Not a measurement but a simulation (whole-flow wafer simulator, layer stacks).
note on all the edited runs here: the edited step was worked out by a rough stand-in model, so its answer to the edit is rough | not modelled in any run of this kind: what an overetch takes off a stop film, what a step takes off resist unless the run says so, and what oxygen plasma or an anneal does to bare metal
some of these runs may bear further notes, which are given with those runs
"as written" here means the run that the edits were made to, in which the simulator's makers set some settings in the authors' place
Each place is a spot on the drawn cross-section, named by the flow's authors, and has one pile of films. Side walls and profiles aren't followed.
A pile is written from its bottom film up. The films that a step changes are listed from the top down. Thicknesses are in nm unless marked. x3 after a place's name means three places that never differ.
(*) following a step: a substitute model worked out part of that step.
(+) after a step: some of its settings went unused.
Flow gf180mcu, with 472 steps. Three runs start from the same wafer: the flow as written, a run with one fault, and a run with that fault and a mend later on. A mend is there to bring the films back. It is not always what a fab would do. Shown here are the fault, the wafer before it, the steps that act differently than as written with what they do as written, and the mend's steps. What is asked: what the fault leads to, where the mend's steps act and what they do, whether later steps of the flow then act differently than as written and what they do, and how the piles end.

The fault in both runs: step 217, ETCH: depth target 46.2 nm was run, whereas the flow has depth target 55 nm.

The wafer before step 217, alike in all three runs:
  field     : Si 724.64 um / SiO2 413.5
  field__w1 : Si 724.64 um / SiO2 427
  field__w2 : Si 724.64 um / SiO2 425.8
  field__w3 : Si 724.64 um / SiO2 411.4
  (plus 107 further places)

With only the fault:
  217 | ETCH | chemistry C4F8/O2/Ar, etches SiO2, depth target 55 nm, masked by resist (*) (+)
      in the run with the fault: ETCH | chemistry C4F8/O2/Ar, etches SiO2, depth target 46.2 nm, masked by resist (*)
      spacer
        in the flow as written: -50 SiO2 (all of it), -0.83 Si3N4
        in the run with the fault: -46.2 SiO2
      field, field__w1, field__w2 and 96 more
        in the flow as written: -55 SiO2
        in the run with the fault: -46.2 SiO2
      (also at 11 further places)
  Steps further on in the flow that do not act as written (6 more steps, not shown, differ only slightly: by at most 2% or 0.5 nm, whichever is larger):
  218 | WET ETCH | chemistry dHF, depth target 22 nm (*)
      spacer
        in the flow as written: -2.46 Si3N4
        in the run with the fault: -3.8 SiO2 (all of it), -3.05 Si3N4
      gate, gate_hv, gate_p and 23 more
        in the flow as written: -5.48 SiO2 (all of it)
        in the run with the fault: -14.3 SiO2 (all of it)
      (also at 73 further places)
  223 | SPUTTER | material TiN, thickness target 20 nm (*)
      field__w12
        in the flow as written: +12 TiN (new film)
        in the run with the fault: +12.6 TiN (new film)
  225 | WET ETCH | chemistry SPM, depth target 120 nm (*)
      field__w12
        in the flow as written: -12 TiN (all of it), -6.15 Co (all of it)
        in the run with the fault: -12.6 TiN (all of it), -6.41 Co (all of it)
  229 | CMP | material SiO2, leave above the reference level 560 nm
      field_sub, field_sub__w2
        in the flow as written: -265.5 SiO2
        in the run with the fault: -272.1 SiO2
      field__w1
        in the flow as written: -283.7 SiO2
        in the run with the fault: -289.9 SiO2
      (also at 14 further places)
  When the end is reached, the piles differ only a little from the flow's at the places that both follow, at most by 2% or 0.5 nm, whichever is larger.

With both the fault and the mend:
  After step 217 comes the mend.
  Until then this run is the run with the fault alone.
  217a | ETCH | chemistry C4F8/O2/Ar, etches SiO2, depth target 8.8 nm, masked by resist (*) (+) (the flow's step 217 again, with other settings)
      field, field__w1, field__w2 and 96 more
        -8.8 SiO2
      field__w5, field__w9, field__w13 and 8 more
        -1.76 resist
      spacer
        -3.8 SiO2 (all of it), -0.83 Si3N4
  Every later step of the flow that is run acts as written at every place that is followed.
  The piles end the same as the flow's at every place that both follow.
